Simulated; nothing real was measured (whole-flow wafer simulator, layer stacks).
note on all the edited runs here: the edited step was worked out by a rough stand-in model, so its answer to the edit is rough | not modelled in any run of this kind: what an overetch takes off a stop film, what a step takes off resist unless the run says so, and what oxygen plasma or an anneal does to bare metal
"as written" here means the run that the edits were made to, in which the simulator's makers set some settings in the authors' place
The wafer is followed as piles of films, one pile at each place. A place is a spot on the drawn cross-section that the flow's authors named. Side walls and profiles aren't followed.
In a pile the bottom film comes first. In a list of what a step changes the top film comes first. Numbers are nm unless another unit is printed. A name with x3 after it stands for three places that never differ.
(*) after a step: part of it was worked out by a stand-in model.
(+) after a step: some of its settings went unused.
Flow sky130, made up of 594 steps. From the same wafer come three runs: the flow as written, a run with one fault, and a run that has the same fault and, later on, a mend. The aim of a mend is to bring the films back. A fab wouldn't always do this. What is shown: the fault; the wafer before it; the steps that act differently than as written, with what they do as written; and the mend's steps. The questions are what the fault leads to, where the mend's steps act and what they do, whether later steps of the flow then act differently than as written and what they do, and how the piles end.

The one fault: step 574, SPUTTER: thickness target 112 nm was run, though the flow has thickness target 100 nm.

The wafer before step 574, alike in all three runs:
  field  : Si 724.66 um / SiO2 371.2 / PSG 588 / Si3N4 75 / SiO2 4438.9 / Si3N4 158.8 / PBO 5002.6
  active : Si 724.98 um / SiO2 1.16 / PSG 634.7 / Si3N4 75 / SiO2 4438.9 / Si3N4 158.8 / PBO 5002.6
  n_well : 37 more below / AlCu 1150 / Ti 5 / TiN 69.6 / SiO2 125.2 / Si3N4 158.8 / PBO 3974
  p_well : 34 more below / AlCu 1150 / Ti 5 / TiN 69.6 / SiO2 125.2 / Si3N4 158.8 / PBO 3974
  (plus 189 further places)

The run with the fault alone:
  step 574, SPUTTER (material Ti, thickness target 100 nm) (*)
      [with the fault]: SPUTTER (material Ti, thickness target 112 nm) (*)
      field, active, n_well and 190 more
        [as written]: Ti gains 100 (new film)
        [with the fault]: Ti gains 112 (new film)
  Steps later in the flow that act otherwise than as written (7 more steps, not shown, differ only slightly: by at most 2% or 0.5 nm, whichever is larger):
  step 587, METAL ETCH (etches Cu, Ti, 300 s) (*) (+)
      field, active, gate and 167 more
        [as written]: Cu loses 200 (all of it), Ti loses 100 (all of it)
        [with the fault]: Cu loses 200 (all of it), Ti loses 112 (all of it)
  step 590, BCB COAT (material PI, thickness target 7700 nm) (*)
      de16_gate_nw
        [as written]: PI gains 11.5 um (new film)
        [with the fault]: PI gains 11.51 um (new film)
  At n_well, p_well, sd_n and 20 more, the piles at the end differ from the flow's by more than 2% or 0.5 nm, whichever is larger.
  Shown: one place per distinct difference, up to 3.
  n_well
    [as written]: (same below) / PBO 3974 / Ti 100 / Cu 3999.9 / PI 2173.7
    [with the fault]: (same below) / PBO 3974 / Ti 112 / Cu 3999.9 / PI 2165.9
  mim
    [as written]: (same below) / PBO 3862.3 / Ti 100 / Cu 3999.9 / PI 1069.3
    [with the fault]: (same below) / PBO 3862.3 / Ti 112 / Cu 3999.9 / PI 1058.1
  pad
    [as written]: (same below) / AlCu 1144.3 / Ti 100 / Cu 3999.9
    [with the fault]: (same below) / AlCu 1144.3 / Ti 112 / Cu 3999.9

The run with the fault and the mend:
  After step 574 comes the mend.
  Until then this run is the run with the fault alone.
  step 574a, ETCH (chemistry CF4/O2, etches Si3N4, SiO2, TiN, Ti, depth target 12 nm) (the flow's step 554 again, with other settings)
      field, active, n_well and 190 more
        Ti loses 12
  None of the later steps of the flow differs from how it acts as written, at any place that is followed, by more than 2% or 0.5 nm, whichever is larger.
  At every place that both follow, the piles at the end match the flow's.
